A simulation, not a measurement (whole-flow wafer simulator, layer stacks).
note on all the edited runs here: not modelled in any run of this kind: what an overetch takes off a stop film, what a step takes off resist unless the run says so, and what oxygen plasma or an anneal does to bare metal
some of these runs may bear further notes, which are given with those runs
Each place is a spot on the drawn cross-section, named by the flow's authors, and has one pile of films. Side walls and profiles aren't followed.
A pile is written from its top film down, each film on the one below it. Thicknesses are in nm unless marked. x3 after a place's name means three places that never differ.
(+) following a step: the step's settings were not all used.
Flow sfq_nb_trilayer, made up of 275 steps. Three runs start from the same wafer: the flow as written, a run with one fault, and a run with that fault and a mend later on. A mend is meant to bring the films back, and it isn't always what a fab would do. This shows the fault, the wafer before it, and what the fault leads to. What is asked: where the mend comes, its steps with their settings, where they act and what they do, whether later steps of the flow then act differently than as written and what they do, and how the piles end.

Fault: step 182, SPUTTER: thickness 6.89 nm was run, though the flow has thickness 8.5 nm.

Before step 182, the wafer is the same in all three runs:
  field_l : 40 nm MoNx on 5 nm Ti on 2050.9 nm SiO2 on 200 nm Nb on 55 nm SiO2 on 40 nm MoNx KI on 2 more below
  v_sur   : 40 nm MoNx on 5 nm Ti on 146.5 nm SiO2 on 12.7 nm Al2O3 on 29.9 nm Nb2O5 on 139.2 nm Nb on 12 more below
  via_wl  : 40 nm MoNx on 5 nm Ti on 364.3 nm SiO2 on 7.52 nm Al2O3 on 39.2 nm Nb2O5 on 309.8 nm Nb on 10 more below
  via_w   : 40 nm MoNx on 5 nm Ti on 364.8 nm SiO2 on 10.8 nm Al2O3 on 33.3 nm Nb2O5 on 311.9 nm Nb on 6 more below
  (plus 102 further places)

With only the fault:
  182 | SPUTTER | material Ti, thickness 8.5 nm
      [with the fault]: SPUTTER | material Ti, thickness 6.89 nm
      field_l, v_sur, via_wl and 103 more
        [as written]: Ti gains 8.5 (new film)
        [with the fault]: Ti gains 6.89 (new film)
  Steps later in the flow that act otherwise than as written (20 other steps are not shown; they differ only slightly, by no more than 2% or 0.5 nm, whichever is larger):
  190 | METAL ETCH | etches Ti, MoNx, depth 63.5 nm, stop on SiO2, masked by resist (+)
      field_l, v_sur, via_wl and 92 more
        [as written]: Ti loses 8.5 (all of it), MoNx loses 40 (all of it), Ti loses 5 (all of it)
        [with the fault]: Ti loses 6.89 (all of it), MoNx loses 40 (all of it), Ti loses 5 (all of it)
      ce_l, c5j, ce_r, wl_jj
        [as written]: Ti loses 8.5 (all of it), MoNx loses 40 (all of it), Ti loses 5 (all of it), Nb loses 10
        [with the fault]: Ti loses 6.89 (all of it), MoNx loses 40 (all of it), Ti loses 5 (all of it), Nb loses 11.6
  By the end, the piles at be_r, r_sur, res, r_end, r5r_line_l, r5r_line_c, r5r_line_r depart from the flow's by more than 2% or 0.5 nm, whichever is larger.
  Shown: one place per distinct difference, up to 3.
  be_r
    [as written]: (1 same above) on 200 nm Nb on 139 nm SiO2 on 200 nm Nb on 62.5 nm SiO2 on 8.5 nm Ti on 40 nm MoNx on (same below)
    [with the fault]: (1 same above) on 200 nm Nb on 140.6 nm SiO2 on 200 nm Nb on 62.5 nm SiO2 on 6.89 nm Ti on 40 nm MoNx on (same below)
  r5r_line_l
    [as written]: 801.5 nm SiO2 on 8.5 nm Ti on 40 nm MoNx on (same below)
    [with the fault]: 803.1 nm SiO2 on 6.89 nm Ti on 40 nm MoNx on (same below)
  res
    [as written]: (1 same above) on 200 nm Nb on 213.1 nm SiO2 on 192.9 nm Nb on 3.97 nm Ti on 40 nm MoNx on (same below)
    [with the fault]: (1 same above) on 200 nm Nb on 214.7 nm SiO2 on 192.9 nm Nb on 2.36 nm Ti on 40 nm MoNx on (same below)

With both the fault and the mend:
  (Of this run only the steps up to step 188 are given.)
  The mend stands after step 182.
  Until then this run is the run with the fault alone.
  182a | SPUTTER | material Ti, thickness 1.61 nm (the flow's step 182, run once more with other settings)
      field_l, v_sur, via_wl and 103 more
        Ti gains 1.61
  Every later step of the flow up to step 188 that is run acts as written at every place that is followed.
  The piles after step 188 are the same as the flow's at every place that both follow.
